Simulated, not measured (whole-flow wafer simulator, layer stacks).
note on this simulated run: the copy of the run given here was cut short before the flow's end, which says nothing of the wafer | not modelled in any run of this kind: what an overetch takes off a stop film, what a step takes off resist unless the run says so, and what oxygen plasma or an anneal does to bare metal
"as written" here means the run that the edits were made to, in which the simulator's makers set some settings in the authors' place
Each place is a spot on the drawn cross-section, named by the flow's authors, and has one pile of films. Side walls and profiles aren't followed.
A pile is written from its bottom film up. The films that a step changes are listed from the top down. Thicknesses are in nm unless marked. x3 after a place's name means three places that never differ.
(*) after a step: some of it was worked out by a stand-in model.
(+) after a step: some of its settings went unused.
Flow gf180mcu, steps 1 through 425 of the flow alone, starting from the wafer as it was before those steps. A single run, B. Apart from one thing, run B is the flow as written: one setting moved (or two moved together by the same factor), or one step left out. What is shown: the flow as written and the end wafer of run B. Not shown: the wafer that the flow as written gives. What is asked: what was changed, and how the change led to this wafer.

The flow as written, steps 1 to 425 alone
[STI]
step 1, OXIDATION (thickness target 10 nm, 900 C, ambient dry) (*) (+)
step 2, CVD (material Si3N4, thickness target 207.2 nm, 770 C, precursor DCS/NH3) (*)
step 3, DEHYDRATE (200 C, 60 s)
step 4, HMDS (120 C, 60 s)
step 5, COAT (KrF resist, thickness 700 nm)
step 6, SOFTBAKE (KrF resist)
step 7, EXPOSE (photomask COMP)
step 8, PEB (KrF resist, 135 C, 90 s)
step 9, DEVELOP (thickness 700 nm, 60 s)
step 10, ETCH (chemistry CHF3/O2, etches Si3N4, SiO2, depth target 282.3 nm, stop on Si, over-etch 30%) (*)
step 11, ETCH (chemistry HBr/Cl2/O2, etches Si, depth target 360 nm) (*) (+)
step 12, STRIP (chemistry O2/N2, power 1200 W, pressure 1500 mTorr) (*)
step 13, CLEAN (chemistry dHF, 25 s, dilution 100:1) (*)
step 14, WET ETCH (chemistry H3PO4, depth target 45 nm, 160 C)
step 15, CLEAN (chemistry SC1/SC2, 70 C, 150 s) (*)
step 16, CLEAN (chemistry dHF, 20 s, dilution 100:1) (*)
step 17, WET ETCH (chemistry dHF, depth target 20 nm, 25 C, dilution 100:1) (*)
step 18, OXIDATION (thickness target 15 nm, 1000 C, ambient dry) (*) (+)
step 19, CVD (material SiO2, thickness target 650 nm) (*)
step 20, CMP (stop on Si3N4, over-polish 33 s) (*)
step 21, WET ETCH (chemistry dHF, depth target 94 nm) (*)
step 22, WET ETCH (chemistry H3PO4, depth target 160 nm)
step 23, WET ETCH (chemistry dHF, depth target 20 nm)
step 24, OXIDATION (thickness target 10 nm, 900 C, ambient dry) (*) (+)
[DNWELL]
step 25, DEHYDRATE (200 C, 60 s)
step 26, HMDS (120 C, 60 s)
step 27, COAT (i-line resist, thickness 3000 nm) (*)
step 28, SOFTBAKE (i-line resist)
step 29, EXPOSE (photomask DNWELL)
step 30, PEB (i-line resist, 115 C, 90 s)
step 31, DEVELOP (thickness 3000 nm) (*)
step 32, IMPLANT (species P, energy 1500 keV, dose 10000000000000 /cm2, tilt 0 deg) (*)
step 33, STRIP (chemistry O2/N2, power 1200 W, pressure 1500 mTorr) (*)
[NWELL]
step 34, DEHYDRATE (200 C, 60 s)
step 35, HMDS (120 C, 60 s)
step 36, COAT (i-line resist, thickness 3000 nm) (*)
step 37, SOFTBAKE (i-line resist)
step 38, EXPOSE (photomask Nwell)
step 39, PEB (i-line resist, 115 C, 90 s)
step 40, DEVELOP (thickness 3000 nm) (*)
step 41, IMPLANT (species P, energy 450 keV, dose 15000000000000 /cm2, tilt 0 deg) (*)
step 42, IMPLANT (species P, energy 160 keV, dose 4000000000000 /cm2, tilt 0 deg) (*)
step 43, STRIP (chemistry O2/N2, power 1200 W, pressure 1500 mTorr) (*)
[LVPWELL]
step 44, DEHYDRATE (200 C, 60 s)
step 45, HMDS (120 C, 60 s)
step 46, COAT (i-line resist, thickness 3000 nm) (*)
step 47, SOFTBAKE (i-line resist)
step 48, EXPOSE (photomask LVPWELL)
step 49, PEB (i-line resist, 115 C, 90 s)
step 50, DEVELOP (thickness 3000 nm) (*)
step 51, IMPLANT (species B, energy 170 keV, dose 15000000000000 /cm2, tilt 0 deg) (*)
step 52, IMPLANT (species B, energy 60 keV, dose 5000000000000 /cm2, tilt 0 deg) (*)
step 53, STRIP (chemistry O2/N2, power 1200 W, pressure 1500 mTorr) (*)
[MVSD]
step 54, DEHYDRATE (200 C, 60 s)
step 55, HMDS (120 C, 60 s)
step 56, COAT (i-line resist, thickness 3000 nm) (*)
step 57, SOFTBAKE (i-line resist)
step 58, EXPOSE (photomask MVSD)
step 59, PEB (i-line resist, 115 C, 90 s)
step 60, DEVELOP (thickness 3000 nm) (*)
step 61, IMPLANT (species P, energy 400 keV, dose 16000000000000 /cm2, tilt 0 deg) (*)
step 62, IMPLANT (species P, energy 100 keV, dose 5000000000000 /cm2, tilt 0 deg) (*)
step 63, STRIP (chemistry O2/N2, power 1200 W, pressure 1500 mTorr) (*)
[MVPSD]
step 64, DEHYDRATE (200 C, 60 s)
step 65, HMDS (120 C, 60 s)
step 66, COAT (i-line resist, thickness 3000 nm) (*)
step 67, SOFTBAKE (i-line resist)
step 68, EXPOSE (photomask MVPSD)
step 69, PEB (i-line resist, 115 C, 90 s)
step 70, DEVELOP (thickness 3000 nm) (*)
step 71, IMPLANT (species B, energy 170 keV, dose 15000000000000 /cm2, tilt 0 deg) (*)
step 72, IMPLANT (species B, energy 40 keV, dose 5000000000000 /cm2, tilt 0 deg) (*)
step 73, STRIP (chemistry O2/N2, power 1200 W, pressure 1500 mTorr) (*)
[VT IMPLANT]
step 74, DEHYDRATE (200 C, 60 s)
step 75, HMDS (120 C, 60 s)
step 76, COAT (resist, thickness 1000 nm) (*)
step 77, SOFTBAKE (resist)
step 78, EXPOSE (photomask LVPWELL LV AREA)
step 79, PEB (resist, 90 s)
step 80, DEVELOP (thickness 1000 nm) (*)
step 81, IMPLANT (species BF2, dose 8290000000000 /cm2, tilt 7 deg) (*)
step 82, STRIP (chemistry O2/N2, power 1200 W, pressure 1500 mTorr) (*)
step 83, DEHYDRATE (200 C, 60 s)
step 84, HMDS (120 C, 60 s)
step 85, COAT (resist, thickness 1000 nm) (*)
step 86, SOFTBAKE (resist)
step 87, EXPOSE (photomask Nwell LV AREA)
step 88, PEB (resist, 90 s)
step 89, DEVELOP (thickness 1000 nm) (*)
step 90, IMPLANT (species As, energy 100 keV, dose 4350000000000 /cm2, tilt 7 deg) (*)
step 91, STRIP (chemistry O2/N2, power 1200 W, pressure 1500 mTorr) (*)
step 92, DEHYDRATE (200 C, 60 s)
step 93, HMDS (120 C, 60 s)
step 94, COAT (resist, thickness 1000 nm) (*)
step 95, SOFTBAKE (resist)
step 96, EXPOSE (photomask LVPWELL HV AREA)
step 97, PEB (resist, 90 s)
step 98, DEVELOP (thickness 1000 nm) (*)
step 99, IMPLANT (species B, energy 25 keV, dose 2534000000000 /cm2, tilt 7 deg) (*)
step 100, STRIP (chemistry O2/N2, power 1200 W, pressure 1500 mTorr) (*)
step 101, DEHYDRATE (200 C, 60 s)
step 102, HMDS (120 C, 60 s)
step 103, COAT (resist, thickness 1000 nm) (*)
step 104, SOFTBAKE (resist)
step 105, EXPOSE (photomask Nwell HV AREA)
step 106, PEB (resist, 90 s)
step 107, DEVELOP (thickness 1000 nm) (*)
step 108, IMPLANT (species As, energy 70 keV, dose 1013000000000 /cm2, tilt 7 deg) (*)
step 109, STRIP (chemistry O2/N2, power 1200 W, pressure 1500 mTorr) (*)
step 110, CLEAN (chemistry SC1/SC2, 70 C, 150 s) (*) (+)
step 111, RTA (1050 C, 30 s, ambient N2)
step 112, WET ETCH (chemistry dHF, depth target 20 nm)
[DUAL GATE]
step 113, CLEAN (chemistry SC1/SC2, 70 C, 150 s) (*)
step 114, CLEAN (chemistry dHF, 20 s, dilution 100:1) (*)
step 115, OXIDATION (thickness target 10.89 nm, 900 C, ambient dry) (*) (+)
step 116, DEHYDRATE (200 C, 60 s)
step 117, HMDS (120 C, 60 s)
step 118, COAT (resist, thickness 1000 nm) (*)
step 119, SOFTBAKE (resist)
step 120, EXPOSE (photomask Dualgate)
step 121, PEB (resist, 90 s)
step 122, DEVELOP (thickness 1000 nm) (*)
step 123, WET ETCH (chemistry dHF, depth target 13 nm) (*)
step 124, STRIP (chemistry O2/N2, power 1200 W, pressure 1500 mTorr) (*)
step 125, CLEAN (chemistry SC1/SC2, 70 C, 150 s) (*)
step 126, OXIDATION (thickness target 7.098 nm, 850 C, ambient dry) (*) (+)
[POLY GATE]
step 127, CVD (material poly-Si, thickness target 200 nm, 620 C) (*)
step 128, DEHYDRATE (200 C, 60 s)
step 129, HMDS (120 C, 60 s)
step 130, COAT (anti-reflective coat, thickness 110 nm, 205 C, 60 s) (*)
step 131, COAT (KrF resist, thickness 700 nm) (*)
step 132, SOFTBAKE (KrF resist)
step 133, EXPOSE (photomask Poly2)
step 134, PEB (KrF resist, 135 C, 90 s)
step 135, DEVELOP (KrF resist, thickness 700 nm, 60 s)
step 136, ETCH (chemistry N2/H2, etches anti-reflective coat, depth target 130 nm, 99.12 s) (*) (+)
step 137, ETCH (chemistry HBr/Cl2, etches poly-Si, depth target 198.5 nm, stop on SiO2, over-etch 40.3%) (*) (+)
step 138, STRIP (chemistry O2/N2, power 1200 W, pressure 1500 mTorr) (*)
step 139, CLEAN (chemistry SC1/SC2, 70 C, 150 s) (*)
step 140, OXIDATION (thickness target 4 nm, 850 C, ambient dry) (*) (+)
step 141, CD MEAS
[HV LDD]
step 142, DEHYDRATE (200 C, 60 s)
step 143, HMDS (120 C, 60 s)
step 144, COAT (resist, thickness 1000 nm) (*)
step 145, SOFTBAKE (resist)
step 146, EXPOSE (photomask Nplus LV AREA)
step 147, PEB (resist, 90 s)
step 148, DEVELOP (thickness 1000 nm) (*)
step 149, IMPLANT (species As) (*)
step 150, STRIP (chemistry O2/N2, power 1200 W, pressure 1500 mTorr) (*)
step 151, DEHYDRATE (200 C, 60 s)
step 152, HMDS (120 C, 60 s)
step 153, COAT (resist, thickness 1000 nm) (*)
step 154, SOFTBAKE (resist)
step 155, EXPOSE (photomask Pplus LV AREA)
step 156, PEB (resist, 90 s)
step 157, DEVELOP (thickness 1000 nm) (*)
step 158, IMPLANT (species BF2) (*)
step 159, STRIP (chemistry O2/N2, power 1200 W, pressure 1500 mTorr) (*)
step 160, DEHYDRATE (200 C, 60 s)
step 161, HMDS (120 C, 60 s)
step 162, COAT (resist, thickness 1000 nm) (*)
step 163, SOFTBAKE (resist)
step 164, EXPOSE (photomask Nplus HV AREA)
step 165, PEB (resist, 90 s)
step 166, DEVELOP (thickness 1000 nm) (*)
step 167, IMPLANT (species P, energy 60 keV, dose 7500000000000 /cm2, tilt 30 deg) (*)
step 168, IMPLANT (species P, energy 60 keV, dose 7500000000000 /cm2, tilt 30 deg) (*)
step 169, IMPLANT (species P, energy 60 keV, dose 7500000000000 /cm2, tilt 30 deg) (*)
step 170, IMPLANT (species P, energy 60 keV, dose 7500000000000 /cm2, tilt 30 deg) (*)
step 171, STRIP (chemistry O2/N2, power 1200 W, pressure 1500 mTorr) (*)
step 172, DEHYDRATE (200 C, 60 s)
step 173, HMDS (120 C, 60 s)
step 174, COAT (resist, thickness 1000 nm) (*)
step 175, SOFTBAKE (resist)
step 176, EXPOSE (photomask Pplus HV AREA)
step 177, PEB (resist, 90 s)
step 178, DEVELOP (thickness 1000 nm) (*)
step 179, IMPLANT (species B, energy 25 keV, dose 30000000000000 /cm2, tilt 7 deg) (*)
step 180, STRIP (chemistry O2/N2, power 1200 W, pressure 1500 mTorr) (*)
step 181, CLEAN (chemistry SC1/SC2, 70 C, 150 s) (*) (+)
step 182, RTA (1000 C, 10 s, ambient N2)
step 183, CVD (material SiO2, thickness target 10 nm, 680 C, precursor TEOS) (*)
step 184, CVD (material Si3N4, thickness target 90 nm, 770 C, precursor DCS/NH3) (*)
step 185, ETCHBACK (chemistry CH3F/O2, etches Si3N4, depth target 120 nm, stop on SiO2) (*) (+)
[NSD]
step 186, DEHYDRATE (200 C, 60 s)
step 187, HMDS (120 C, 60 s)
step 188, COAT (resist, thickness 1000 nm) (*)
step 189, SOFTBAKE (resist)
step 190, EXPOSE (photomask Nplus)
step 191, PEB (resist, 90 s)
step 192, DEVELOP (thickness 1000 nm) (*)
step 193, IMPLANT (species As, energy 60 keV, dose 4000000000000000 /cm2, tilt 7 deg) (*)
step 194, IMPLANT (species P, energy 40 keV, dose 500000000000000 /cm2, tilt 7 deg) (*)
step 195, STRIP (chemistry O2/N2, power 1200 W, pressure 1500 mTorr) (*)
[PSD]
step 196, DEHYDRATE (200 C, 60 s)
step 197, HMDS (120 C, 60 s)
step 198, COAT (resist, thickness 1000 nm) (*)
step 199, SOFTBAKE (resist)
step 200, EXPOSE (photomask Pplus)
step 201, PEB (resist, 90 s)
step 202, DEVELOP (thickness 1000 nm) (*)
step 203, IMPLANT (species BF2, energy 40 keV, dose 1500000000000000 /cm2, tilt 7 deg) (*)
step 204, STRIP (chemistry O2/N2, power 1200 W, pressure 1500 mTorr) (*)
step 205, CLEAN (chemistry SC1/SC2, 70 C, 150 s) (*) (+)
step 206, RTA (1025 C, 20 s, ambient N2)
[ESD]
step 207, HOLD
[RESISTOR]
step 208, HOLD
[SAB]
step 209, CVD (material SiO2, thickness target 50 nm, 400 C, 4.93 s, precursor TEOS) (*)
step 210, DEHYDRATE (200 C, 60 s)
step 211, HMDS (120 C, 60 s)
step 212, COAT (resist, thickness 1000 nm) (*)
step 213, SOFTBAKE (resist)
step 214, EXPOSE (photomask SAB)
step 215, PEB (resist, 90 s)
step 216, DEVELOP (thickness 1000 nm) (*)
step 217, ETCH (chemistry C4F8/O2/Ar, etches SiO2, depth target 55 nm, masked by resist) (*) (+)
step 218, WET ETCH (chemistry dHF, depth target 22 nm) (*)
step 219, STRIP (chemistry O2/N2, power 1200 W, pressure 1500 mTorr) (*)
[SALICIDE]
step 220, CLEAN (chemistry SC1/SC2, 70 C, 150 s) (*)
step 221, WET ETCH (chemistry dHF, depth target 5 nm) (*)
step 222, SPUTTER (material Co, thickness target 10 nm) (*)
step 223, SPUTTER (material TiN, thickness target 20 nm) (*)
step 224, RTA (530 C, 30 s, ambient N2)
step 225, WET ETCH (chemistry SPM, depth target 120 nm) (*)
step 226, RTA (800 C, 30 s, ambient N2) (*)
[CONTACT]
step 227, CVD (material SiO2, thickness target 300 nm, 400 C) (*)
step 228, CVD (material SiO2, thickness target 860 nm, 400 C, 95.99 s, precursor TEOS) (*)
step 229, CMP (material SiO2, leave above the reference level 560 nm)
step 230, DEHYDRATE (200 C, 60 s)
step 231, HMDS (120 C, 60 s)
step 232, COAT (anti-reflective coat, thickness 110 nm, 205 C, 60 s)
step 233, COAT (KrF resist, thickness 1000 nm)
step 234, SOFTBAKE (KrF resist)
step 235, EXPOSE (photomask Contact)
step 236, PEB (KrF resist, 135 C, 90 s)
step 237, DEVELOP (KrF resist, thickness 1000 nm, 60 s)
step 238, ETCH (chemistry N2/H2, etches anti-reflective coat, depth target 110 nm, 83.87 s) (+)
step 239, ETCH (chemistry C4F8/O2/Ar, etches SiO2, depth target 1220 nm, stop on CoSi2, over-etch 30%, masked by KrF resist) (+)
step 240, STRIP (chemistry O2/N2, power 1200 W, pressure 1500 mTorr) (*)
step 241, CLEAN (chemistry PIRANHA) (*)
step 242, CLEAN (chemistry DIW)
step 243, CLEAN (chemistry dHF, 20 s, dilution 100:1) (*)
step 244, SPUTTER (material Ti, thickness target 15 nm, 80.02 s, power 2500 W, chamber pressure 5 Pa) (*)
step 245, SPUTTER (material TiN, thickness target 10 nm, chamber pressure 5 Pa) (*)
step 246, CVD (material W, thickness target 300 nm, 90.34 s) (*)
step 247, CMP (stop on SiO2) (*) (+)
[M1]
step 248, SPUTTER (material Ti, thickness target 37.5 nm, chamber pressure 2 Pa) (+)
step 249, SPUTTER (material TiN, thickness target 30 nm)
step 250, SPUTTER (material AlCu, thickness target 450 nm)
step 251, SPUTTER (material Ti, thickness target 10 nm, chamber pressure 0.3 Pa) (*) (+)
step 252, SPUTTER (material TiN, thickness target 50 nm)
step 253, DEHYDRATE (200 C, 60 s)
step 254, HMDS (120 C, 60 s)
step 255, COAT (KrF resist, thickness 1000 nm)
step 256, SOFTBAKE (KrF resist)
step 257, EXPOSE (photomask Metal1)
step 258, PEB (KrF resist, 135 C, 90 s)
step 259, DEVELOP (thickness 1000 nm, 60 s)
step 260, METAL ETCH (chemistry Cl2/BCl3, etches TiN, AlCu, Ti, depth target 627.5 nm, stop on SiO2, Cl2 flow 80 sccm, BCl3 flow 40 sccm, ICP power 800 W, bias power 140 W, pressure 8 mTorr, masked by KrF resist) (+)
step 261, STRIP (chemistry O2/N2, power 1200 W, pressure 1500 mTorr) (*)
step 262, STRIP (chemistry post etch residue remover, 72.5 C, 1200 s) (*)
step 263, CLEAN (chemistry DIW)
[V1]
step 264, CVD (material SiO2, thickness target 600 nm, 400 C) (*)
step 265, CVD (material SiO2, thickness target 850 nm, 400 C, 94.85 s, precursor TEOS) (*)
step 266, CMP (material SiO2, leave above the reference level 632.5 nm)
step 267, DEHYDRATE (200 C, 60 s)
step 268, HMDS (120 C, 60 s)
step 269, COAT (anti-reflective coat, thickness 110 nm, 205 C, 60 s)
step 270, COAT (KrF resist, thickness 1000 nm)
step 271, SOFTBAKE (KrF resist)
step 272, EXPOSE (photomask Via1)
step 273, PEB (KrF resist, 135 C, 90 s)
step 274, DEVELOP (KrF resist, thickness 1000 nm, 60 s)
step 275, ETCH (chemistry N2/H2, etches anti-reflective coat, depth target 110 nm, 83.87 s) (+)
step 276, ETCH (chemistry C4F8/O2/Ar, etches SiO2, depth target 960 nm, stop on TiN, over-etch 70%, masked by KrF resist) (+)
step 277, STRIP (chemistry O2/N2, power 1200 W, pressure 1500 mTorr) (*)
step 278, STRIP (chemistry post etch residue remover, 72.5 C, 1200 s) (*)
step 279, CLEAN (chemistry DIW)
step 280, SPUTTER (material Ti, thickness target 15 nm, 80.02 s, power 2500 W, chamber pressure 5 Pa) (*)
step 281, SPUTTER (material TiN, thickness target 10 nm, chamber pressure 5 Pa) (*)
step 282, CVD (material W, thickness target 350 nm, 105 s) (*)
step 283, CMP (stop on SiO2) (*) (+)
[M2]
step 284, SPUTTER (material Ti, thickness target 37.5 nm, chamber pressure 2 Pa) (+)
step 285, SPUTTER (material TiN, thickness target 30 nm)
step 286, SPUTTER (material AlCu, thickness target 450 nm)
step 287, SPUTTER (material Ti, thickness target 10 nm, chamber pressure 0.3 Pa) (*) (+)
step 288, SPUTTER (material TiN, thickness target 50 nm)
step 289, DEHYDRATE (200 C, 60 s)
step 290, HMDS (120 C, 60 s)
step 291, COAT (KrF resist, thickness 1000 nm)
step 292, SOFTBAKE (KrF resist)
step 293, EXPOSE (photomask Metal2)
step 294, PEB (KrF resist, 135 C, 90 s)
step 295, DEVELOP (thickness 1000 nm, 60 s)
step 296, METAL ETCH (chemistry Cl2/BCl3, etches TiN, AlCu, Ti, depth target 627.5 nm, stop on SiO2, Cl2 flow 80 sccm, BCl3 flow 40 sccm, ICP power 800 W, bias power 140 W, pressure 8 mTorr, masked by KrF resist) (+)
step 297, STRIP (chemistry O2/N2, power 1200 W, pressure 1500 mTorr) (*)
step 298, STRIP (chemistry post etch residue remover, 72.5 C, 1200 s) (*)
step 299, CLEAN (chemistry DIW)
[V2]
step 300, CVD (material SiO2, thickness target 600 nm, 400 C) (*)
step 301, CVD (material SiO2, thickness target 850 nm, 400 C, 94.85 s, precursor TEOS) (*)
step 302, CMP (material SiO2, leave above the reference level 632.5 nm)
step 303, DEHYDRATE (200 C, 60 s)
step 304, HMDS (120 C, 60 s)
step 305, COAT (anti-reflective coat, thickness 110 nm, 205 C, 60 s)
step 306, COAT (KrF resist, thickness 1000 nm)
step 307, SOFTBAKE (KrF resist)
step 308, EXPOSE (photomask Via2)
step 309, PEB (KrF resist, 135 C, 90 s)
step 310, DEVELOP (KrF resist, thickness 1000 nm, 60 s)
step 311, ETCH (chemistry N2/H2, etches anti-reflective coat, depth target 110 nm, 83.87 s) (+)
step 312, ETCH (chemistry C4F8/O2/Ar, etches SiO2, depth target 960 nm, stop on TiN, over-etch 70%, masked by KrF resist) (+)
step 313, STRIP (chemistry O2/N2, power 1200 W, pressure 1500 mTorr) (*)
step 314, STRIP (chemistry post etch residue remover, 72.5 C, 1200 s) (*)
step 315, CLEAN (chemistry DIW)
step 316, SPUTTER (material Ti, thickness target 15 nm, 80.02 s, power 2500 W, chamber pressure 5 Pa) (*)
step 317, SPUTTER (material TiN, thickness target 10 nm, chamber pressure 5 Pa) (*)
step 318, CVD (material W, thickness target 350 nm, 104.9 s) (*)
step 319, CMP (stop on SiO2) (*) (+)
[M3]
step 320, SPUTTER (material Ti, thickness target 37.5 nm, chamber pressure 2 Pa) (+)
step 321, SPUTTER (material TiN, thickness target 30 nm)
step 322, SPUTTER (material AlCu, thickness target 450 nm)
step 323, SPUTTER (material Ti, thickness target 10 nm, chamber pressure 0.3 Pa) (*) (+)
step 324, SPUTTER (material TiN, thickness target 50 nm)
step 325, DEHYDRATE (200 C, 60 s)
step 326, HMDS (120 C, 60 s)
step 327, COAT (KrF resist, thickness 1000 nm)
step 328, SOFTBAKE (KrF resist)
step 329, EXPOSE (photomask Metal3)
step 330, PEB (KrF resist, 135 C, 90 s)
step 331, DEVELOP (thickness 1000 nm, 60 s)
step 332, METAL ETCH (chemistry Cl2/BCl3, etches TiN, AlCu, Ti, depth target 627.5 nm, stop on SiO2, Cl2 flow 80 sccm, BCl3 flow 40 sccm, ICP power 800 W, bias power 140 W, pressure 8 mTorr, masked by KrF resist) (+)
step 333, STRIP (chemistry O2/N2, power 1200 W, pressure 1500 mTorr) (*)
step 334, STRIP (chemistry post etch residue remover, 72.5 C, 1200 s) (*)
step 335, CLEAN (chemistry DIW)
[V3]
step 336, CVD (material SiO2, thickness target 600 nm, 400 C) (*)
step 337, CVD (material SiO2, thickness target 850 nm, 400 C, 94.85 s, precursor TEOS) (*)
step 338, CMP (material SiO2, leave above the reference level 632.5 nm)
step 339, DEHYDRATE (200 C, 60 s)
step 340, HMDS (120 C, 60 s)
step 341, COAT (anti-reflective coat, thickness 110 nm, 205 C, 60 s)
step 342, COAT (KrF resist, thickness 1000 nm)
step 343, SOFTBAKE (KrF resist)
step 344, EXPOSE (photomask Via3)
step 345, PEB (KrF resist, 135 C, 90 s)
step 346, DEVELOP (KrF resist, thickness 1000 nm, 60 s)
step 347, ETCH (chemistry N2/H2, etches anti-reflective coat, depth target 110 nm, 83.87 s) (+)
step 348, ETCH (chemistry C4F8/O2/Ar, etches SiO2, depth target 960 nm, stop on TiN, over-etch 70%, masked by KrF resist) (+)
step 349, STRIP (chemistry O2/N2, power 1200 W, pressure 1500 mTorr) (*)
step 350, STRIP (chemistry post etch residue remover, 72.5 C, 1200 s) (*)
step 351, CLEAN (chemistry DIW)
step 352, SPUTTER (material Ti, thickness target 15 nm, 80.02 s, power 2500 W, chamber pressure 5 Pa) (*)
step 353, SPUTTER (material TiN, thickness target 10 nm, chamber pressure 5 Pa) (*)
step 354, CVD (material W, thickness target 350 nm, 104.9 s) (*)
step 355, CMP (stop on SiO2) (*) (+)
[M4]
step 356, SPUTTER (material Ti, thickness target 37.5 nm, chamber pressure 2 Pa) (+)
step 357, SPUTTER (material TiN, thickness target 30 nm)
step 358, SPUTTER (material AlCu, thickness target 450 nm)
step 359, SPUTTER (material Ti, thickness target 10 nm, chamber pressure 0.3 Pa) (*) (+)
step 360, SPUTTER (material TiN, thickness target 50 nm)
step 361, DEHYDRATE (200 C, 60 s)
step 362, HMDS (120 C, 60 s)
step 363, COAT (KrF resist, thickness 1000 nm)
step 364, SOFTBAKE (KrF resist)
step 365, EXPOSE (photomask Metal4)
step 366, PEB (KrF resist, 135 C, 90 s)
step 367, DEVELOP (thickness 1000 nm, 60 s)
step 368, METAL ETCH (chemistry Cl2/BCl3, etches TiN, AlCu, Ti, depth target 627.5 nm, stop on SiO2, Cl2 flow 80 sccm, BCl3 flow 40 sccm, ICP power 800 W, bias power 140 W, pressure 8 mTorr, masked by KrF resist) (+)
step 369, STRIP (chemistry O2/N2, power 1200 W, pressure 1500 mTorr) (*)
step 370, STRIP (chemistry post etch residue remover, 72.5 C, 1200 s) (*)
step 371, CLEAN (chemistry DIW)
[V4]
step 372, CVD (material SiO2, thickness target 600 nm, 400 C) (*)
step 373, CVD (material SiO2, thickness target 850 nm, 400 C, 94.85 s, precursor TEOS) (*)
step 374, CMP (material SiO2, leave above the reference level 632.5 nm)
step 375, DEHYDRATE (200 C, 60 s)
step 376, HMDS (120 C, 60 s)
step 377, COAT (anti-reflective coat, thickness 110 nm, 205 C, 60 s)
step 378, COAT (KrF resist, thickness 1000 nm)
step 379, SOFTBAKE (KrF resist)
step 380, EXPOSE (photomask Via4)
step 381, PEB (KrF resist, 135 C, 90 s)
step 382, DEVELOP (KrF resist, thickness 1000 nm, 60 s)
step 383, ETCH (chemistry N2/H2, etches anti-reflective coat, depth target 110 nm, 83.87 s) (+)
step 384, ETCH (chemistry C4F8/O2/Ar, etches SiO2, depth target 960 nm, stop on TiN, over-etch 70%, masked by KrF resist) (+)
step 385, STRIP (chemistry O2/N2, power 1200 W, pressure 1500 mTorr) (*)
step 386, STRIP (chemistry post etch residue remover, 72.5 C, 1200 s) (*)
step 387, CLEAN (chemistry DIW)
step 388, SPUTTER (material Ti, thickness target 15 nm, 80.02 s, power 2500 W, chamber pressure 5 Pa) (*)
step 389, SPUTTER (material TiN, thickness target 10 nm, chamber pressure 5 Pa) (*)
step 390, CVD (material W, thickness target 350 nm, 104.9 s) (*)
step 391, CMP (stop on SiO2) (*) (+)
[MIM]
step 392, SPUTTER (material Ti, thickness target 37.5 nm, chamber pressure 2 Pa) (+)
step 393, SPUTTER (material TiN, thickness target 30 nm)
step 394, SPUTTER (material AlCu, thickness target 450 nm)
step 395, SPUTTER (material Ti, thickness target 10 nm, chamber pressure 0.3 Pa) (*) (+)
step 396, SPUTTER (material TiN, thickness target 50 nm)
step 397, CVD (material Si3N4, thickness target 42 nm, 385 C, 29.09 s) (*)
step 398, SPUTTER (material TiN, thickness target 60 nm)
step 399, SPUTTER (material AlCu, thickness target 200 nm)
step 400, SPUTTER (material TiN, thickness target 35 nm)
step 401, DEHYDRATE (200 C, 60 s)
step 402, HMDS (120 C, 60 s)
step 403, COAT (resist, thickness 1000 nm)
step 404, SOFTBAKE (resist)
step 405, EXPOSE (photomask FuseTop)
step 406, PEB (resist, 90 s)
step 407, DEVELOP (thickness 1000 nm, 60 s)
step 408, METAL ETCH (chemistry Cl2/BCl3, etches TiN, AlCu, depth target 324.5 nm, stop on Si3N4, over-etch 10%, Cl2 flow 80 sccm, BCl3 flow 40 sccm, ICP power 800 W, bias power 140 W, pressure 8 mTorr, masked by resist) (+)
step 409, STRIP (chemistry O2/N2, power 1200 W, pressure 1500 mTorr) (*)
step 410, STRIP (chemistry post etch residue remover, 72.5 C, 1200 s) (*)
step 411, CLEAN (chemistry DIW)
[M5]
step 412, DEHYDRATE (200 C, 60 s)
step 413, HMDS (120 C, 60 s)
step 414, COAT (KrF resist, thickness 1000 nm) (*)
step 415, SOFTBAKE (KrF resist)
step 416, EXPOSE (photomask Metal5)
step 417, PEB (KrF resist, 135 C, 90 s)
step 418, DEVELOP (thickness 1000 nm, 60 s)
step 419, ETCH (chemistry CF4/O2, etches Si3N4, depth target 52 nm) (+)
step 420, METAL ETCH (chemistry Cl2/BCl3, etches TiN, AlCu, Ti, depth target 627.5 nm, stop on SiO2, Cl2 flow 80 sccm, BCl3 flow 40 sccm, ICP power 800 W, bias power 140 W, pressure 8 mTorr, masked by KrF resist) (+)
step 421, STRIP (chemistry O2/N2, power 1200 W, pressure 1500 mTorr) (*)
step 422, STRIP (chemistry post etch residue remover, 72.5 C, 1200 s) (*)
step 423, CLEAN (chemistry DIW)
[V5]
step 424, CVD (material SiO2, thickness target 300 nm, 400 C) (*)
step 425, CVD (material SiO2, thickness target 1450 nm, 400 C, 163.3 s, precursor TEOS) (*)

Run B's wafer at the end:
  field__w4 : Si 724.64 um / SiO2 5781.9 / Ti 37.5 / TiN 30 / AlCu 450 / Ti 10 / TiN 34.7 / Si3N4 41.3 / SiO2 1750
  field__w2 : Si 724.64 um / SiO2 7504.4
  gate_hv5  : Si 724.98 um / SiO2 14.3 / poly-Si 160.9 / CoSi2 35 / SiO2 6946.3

Cause: step 396, SPUTTER: thickness target 34.7 nm was run, while the flow as written has thickness target 50 nm.
The wafer lets one read it off: field__w4 has TiN 34.7, and step 396 as written asks for 50 nm.

How this came from the change, step by step:
  step 396, SPUTTER (material TiN, thickness target 50 nm)
      field, field__w1, field__w2 and 108 more: TiN gains 34.7 (new film) (as written it would have been: TiN gains 50 (new film))
  step 420, METAL ETCH (chemistry Cl2/BCl3, etches TiN, AlCu, Ti, depth target 627.5 nm, stop on SiO2, Cl2 flow 80 sccm, BCl3 flow 40 sccm, ICP power 800 W, bias power 140 W, pressure 8 mTorr, masked by KrF resist) (+)
      field, field__w1, field__w2 and 101 more: TiN loses 33.3 (all of it), Ti loses 10 (all of it), AlCu loses 450 (all of it), TiN loses 30 (all of it), Ti loses 37.5 (all of it) (as written it would have been: TiN loses 48.6 (all of it), Ti loses 10 (all of it), AlCu loses 450 (all of it), TiN loses 30 (all of it), Ti loses 37.5 (all of it))
